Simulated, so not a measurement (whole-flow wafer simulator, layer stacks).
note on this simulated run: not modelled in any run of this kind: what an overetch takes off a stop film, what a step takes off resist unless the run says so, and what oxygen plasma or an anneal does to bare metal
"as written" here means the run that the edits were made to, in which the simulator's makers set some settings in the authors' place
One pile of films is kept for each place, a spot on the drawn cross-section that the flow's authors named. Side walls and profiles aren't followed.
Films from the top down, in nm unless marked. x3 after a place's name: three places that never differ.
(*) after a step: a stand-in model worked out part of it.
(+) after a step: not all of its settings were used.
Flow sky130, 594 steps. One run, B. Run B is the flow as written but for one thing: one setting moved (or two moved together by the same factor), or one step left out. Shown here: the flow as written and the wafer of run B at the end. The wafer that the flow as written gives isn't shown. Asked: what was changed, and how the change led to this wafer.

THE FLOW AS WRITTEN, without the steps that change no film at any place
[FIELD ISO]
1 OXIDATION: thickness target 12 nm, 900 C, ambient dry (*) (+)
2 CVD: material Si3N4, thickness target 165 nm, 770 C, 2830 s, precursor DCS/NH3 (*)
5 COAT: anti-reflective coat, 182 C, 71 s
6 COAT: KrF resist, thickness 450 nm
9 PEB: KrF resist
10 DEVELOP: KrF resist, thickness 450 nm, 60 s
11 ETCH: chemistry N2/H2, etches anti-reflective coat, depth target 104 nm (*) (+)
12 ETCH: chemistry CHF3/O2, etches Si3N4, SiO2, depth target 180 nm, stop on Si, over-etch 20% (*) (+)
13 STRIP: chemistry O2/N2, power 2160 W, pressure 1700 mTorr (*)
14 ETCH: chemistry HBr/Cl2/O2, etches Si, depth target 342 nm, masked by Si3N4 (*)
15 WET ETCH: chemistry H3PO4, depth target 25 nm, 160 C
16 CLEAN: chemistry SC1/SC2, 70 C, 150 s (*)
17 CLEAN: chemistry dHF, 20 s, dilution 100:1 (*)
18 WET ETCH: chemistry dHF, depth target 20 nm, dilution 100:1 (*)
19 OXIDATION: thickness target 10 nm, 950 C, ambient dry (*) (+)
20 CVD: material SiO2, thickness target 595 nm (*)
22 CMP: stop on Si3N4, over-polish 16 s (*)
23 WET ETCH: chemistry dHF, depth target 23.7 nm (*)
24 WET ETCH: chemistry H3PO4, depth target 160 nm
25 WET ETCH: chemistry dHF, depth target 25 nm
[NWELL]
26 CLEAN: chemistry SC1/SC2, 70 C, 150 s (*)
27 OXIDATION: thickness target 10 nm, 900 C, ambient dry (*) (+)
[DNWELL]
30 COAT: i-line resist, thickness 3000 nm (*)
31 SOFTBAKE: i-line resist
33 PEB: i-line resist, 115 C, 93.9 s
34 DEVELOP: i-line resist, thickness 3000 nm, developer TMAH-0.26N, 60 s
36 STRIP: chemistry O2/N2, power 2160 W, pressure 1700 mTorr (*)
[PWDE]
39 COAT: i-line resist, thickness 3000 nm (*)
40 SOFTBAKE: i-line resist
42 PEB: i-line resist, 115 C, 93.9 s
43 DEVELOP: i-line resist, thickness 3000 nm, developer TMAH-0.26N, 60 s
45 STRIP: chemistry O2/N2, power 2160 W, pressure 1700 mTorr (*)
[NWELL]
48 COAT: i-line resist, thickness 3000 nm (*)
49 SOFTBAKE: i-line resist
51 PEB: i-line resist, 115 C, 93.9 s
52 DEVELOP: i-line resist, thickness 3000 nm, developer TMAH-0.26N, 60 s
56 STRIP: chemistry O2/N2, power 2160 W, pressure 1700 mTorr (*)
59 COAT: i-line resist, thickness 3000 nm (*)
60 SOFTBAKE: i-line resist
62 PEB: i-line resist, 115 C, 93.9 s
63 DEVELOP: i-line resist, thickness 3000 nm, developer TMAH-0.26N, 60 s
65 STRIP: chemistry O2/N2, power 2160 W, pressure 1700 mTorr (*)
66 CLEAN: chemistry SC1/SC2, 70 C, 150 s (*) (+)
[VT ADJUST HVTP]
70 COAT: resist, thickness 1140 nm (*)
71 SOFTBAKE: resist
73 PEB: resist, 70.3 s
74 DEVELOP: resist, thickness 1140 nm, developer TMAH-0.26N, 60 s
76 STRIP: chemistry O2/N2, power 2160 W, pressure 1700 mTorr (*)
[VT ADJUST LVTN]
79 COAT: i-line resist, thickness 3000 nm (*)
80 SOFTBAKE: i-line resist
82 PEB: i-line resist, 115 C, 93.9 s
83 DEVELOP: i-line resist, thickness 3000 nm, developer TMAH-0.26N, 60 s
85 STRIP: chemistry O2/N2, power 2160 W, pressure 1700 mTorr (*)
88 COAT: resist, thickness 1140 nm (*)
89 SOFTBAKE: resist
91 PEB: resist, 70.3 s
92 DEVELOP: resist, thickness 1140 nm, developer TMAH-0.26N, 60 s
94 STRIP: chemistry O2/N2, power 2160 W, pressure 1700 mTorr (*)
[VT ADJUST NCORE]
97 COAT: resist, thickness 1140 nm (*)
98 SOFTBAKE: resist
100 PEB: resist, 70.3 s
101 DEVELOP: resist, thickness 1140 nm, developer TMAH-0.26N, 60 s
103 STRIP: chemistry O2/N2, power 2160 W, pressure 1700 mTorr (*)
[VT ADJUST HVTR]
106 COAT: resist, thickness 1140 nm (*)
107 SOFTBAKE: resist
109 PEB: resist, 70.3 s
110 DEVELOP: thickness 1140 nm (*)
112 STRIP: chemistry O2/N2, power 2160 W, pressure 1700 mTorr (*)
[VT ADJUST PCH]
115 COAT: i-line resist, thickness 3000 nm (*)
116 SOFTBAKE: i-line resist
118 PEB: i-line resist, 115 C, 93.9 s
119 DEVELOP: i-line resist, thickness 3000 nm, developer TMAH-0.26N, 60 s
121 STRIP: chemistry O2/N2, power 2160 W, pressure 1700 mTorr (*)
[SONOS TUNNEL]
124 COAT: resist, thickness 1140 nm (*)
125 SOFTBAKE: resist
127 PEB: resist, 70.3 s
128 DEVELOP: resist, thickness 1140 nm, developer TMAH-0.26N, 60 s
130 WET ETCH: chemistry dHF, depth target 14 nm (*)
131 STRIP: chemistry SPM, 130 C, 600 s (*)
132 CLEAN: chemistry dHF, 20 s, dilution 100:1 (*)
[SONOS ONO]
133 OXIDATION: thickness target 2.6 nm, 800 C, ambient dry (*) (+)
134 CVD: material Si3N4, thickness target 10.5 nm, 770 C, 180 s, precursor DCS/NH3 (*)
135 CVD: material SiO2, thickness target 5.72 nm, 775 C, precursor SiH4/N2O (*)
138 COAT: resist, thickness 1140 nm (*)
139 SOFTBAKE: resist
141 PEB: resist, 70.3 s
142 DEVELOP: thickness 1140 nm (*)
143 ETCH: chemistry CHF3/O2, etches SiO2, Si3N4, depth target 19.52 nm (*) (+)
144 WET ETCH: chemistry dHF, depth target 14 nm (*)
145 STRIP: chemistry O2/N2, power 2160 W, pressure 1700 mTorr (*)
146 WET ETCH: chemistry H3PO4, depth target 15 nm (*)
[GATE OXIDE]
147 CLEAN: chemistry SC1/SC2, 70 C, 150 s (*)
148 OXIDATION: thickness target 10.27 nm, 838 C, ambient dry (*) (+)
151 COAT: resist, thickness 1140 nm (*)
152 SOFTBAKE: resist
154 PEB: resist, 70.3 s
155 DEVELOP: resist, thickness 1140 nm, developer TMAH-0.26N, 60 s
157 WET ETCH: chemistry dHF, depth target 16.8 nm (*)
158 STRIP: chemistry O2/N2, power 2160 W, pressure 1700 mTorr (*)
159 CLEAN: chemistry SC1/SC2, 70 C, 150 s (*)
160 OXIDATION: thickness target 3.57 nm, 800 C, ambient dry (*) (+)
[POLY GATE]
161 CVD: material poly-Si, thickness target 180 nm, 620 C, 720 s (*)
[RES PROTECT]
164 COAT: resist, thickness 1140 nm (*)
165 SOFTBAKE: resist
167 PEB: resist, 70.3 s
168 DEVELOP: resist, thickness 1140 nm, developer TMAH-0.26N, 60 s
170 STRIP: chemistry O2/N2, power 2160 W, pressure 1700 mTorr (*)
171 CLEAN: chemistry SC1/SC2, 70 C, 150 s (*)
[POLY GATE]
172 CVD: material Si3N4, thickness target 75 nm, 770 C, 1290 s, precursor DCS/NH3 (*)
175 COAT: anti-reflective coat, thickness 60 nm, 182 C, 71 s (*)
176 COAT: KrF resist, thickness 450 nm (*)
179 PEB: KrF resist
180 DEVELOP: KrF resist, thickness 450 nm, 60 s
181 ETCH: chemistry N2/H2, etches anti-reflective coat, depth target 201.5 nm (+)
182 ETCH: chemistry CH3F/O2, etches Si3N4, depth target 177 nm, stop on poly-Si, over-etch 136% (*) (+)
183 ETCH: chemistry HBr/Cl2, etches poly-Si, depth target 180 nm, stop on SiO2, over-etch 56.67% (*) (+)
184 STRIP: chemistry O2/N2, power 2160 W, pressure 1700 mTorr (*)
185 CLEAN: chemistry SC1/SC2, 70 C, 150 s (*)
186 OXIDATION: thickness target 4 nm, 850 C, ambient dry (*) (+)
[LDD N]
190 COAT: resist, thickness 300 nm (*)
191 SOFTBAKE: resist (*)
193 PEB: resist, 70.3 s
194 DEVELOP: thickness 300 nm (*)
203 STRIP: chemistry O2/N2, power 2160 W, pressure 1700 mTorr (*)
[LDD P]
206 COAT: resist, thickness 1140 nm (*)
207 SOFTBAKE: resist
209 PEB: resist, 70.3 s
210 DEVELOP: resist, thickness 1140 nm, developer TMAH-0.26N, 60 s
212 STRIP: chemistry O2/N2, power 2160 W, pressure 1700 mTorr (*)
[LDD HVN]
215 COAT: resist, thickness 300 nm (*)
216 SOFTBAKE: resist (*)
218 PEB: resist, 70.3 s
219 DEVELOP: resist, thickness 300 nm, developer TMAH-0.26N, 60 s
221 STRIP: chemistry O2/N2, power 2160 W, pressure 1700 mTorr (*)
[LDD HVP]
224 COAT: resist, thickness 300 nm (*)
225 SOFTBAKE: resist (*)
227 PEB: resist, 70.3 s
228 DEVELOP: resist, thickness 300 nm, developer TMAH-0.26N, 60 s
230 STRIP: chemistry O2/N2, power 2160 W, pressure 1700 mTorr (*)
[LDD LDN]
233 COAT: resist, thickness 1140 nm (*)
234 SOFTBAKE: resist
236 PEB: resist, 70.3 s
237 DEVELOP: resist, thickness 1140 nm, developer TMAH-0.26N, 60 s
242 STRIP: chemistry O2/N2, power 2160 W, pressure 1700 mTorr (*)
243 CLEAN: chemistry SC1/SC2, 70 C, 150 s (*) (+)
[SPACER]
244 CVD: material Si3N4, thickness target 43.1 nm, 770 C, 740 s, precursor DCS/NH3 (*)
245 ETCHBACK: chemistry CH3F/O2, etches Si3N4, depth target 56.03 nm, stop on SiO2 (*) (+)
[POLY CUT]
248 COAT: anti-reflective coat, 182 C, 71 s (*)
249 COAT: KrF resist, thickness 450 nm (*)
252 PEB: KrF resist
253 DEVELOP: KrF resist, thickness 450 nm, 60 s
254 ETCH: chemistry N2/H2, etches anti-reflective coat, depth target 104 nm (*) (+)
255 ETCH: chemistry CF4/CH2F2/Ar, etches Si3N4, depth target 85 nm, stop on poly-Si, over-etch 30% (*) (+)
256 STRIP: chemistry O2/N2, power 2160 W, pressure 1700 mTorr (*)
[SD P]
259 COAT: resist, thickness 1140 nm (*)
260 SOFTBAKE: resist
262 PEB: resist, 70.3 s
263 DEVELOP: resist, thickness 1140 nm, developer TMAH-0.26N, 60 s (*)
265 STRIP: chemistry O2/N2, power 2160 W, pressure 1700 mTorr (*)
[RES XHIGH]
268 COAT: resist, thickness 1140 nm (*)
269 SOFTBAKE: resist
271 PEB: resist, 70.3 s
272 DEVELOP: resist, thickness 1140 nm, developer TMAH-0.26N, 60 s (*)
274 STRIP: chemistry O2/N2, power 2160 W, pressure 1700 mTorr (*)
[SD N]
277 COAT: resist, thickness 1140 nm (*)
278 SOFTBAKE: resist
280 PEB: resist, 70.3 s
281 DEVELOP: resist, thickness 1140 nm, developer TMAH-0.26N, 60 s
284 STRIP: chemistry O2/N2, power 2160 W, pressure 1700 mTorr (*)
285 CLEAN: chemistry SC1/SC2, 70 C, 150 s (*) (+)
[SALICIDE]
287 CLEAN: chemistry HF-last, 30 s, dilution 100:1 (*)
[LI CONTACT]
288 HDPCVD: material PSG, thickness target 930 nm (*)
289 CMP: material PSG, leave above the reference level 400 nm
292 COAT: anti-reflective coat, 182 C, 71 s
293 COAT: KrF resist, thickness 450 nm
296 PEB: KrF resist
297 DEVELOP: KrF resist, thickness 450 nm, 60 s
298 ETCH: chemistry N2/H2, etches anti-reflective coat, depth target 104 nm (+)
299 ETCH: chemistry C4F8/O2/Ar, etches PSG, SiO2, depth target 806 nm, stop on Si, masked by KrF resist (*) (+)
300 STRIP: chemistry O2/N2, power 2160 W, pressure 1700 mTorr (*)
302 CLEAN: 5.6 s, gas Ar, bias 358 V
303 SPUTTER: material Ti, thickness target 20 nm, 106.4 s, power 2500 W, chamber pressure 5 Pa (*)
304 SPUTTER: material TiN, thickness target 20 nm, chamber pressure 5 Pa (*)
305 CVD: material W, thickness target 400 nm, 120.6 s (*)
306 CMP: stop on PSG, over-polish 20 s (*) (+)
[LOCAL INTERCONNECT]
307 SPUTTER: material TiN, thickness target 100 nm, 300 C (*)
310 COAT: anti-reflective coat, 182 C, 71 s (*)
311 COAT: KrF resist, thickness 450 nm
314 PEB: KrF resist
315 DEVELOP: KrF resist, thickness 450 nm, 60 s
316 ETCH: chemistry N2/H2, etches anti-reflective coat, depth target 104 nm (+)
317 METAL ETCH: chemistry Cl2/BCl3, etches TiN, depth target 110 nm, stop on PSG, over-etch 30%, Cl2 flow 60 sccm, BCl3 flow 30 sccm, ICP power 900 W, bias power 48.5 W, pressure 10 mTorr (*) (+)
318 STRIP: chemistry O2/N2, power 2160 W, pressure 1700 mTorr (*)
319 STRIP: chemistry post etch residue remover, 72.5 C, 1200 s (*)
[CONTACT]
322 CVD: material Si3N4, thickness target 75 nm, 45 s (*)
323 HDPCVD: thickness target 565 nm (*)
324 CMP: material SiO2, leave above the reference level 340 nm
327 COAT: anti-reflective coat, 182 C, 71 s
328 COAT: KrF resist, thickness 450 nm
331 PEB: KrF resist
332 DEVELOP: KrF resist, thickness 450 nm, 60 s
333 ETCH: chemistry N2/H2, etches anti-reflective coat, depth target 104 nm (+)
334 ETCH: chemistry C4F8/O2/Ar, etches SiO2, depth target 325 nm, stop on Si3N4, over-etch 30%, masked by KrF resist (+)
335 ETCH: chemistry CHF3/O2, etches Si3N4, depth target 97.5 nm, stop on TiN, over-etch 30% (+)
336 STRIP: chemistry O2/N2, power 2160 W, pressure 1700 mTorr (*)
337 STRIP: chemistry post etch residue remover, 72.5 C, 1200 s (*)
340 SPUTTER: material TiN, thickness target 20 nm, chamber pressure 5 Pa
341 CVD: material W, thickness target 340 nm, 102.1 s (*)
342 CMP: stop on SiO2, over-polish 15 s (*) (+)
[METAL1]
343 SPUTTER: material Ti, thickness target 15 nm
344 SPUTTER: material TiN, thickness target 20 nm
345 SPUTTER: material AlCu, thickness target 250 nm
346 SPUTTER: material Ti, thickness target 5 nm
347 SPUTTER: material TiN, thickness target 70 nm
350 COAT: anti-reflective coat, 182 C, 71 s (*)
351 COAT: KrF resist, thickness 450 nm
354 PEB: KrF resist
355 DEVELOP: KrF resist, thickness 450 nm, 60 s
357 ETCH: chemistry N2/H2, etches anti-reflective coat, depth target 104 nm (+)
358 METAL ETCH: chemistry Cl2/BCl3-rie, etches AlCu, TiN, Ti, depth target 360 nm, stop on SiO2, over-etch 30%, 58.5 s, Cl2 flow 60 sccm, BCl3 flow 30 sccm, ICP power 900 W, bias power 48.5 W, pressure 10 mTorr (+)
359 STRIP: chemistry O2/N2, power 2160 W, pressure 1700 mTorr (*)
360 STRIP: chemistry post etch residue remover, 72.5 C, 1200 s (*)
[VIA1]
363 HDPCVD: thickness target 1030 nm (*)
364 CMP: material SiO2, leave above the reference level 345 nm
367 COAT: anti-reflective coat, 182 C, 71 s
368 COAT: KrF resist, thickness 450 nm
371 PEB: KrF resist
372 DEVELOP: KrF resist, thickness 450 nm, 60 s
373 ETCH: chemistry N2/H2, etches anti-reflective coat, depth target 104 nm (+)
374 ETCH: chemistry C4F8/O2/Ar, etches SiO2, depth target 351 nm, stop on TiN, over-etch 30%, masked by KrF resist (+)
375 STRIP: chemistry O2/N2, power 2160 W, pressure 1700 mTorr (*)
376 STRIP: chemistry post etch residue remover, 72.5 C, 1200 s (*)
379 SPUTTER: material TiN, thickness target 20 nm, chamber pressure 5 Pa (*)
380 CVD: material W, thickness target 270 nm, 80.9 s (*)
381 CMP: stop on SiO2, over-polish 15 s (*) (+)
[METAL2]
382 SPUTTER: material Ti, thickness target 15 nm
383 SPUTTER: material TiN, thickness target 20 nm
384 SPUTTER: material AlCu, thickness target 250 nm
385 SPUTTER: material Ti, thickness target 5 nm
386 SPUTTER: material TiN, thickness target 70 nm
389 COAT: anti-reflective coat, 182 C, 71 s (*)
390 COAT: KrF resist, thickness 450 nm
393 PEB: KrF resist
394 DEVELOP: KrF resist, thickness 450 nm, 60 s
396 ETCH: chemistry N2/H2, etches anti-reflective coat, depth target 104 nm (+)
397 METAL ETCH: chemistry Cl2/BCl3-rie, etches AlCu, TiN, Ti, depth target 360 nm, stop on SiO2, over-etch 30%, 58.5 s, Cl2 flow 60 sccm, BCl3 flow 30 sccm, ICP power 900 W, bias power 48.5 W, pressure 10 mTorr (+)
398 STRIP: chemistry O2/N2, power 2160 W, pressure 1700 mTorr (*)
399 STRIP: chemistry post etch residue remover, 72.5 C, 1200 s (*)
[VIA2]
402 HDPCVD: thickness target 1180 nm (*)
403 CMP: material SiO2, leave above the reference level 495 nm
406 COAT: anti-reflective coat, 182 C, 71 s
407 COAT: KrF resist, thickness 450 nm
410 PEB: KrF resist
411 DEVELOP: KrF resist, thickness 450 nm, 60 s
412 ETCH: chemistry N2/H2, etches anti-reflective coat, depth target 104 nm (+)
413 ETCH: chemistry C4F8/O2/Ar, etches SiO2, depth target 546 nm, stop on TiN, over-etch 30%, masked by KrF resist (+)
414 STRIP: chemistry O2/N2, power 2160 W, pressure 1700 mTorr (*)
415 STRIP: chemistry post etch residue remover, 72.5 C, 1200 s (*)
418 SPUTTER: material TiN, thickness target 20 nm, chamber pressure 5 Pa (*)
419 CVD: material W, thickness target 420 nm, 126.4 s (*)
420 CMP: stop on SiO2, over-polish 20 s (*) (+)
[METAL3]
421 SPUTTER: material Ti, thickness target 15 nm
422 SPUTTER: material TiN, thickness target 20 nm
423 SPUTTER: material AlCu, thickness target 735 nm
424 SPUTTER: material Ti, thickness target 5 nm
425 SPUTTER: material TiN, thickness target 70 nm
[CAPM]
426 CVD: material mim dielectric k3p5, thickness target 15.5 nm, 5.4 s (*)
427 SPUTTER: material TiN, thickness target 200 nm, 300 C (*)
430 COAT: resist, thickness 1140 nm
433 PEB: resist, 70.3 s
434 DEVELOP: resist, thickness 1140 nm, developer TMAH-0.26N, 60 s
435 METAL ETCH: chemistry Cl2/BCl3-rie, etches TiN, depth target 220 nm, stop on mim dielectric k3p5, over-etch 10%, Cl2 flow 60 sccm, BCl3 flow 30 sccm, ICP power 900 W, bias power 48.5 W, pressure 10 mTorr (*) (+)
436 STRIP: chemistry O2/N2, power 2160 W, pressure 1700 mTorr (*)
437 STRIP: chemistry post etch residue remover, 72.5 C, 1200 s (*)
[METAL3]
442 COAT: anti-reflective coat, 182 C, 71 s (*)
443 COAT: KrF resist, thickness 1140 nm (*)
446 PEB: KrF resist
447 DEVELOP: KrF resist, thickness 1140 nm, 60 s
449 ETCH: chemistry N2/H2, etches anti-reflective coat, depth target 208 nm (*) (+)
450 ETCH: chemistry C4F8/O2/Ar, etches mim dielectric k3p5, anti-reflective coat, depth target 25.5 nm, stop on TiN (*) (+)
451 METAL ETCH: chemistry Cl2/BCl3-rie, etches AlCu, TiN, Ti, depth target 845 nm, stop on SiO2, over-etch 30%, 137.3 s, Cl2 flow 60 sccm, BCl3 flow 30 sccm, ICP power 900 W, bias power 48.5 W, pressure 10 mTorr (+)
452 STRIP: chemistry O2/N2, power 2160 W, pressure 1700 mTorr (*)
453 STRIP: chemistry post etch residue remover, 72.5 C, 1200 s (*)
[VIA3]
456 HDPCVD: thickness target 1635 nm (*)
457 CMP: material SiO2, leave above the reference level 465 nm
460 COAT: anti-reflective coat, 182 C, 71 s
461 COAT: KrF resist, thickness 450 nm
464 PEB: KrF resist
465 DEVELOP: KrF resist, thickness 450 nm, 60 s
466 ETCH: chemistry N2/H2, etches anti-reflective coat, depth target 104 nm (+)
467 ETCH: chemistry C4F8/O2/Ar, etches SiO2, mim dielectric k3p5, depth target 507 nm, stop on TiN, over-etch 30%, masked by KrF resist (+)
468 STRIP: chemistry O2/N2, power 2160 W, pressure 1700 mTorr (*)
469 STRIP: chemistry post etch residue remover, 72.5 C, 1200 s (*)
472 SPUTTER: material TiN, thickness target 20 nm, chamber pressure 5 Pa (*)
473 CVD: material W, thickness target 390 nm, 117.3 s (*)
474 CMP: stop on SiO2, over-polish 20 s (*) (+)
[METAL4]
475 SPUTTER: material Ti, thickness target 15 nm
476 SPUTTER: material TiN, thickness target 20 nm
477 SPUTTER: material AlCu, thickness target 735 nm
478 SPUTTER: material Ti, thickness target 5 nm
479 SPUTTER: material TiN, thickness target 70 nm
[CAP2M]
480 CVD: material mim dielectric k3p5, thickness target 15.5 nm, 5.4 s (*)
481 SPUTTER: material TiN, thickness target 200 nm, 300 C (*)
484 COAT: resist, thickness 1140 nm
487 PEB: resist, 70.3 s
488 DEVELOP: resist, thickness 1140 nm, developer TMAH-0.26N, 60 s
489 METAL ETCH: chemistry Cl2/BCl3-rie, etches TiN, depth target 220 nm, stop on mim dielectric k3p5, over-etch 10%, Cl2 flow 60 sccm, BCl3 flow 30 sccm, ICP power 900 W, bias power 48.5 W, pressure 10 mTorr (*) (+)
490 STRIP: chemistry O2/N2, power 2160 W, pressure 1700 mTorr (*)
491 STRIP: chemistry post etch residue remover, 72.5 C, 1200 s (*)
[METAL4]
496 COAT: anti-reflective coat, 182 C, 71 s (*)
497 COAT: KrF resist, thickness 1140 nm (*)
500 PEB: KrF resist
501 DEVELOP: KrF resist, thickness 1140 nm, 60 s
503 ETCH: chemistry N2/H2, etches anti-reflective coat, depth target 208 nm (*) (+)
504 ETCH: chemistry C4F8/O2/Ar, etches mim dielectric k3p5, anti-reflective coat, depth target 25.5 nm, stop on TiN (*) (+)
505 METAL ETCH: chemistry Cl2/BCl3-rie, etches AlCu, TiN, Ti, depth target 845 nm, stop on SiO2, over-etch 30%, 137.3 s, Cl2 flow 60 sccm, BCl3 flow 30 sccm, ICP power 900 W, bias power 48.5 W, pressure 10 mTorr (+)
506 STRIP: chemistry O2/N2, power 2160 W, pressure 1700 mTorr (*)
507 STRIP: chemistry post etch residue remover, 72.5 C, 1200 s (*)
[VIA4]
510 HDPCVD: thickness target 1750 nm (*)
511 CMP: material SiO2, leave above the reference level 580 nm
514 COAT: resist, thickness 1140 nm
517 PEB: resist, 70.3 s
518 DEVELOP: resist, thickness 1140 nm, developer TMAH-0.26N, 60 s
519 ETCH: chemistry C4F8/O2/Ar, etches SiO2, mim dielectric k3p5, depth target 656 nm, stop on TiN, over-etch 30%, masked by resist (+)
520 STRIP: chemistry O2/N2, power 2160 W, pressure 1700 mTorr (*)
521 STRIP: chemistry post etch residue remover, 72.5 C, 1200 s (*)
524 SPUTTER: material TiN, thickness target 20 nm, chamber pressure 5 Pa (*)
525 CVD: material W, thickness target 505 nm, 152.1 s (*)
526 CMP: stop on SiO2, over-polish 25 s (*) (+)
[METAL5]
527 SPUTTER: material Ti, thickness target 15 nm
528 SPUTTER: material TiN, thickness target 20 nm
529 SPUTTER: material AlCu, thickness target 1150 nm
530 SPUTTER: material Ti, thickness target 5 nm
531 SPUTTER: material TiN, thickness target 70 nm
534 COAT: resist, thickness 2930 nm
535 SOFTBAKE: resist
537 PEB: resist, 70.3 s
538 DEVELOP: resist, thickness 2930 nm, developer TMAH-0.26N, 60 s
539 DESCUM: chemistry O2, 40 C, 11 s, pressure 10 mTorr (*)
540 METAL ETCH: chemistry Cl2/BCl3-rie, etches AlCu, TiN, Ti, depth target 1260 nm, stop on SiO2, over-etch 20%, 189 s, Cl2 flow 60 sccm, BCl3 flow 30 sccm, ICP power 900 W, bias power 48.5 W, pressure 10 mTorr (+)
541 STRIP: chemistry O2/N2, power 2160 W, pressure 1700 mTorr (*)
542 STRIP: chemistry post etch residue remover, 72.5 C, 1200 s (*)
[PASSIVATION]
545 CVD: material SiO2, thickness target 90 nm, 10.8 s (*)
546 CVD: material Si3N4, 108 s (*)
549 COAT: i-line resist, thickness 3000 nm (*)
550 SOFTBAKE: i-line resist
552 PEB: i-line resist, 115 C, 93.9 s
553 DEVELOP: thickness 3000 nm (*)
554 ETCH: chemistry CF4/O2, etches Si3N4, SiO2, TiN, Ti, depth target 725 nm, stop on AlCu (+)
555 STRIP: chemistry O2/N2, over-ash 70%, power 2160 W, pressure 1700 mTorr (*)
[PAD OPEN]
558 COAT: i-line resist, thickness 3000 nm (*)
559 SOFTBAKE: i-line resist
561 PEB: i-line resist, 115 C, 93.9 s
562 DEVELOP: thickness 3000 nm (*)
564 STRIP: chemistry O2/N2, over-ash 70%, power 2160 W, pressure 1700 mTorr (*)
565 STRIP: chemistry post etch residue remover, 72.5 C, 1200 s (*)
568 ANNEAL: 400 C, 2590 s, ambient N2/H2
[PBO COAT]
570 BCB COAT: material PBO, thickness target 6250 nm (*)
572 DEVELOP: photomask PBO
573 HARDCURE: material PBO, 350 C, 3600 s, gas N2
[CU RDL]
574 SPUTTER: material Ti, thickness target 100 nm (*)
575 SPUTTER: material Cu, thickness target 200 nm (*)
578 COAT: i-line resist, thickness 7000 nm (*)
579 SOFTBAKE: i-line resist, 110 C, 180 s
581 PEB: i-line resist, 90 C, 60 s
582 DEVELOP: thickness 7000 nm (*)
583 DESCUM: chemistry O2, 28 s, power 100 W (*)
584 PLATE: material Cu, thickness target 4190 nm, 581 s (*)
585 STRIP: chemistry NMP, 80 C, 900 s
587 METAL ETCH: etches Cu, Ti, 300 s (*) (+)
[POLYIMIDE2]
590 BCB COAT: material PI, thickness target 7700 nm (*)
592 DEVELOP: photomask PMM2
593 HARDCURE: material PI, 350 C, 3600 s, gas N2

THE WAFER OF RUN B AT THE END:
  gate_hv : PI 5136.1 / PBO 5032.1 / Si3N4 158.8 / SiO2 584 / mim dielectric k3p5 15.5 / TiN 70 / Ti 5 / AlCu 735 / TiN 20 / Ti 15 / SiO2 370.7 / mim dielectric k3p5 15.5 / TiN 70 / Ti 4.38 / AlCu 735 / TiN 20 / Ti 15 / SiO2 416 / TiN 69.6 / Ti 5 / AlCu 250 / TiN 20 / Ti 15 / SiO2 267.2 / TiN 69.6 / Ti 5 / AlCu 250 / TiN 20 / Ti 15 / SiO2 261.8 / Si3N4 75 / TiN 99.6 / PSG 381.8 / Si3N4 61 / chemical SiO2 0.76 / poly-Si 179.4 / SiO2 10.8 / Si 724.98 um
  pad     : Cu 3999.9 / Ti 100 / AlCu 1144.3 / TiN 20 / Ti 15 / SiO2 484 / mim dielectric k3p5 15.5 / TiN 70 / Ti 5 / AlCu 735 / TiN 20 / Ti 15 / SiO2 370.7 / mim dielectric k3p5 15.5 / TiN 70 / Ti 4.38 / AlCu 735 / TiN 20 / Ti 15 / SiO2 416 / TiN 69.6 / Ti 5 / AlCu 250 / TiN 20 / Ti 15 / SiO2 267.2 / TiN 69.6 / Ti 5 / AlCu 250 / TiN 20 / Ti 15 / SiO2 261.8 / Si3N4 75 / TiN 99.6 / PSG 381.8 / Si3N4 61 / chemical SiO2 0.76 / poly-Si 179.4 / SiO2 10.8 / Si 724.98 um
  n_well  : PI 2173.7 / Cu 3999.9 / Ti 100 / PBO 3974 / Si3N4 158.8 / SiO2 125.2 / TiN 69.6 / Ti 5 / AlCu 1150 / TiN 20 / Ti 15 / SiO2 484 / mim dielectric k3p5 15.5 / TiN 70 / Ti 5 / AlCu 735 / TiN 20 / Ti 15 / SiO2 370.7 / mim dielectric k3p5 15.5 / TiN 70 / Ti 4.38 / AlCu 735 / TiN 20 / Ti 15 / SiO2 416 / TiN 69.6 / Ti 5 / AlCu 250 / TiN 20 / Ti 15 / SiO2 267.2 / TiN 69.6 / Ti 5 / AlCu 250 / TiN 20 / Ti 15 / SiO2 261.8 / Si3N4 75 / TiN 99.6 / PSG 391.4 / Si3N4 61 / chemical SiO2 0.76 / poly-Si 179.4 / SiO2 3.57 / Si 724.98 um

The cause: step 424, SPUTTER: thickness target 4.38 nm was run, where the flow has thickness target 5 nm.
It can be read off the wafer: gate_hv has Ti 4.38, and step 424 as written asks for 5 nm.

How the change led to this, step by step:
  424 SPUTTER: material Ti, thickness target 5 nm
      field, active, n_well and 188 more: Ti +4.38 (new film) (as written it would be: Ti +5 (new film))
  451 METAL ETCH: chemistry Cl2/BCl3-rie, etches AlCu, TiN, Ti, depth target 845 nm, stop on SiO2, over-etch 30%, 137.3 s, Cl2 flow 60 sccm, BCl3 flow 30 sccm, ICP power 900 W, bias power 48.5 W, pressure 10 mTorr (+)
      field, gate, spacer and 68 more: TiN -70 (all of it), Ti -4.38 (all of it), AlCu -735 (all of it), TiN -20 (all of it), Ti -15 (all of it), SiO2 -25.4 (as written it would be: TiN -70 (all of it), Ti -5 (all of it), AlCu -735 (all of it), TiN -20 (all of it), Ti -15 (all of it), SiO2 -25.4)
      active, vpp_ln, vpp_iso2 and 11 more: TiN -70 (all of it), Ti -4.38 (all of it), AlCu -735 (all of it), TiN -20 (all of it), Ti -15 (all of it), SiO2 -25.4 (as written it would be: TiN -70 (all of it), Ti -5 (all of it), AlCu -735 (all of it), TiN -20 (all of it), Ti -15 (all of it), SiO2 -25.3)
